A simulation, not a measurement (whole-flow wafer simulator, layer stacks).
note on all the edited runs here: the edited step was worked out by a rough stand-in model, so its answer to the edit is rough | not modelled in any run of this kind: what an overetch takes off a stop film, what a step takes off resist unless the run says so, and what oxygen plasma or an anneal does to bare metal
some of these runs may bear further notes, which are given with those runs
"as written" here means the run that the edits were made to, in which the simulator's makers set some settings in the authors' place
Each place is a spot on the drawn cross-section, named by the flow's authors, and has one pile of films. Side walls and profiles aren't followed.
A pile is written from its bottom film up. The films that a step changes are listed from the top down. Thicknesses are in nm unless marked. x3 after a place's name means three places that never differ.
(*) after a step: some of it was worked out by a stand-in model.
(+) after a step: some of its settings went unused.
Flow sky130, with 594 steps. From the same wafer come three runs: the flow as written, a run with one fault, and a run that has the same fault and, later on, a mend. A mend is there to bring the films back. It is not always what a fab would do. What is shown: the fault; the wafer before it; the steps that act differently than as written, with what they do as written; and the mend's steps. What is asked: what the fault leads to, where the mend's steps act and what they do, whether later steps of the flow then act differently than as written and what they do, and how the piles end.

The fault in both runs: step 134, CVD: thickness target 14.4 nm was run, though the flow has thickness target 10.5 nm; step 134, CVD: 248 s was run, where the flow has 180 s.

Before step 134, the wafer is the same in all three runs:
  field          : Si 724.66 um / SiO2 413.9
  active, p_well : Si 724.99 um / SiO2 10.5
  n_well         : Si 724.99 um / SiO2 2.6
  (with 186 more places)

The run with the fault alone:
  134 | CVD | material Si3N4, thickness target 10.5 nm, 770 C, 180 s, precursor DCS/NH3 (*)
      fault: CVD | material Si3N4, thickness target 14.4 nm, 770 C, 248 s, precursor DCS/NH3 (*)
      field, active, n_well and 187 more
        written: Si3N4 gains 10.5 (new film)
        fault: Si3N4 gains 14.4 (new film)
  Later steps of the flow acting differently than as written (66 other steps are not shown; they differ only slightly, by no more than 2% or 0.5 nm, whichever is larger):
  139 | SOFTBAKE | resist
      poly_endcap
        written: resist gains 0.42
        fault: resist loses 0.85
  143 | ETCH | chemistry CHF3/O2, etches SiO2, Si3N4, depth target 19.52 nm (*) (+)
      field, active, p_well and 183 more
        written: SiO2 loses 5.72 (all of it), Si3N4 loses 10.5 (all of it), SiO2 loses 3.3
        fault: SiO2 loses 5.72 (all of it), Si3N4 loses 13.8
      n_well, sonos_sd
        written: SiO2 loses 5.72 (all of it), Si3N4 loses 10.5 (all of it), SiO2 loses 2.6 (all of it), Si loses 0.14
        fault: SiO2 loses 5.72 (all of it), Si3N4 loses 13.8
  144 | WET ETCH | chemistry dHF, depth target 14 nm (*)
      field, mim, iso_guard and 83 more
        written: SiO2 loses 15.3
        fault: Si3N4 loses 0.6 (all of it), SiO2 loses 9.64
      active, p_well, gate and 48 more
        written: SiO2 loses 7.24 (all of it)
        fault: Si3N4 loses 0.6 (all of it), SiO2 loses 8.8
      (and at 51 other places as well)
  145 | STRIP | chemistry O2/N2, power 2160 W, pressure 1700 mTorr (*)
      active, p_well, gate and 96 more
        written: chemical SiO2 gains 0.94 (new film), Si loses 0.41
        fault: nothing
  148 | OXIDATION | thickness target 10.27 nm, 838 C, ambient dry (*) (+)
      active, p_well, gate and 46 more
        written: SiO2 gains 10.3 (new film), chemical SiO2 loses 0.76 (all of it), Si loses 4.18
        fault: SiO2 gains 8.99, Si loses 3.96
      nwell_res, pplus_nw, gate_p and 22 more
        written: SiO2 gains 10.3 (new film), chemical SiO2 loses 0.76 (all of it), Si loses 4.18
        fault: SiO2 gains 9.12, Si loses 4.01
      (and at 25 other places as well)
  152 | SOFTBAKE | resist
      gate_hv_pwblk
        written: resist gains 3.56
        fault: resist gains 4.07
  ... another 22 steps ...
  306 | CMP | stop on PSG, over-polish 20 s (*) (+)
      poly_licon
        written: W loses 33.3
        fault: W loses 41.5
  The piles end different from the flow's at field, mim, sonos_cell and 90 more by more than 2% or 0.5 nm, whichever is larger.
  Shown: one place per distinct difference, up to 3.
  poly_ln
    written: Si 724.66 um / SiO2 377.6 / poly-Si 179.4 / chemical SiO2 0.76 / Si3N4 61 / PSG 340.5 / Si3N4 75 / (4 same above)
    fault: Si 724.66 um / SiO2 386.6 / poly-Si 179.4 / chemical SiO2 0.76 / Si3N4 61 / PSG 332.4 / Si3N4 75 / (4 same above)
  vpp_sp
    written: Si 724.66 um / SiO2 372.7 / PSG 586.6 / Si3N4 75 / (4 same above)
    fault: Si 724.66 um / SiO2 381.6 / PSG 578.5 / Si3N4 75 / (4 same above)
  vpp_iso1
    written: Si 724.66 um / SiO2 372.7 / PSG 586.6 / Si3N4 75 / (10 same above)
    fault: Si 724.66 um / SiO2 381.6 / PSG 578.5 / Si3N4 75 / (10 same above)

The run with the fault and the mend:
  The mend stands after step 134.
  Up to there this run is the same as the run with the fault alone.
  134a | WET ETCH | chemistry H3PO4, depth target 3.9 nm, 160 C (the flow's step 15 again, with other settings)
      field, active, n_well and 187 more
        Si3N4 loses 3.9
  Later steps of the flow that are run all act as written at every place that is followed, up to a difference of at most 2% or 0.5 nm, whichever is larger.
  The piles end the same as the flow's at every place that both follow.
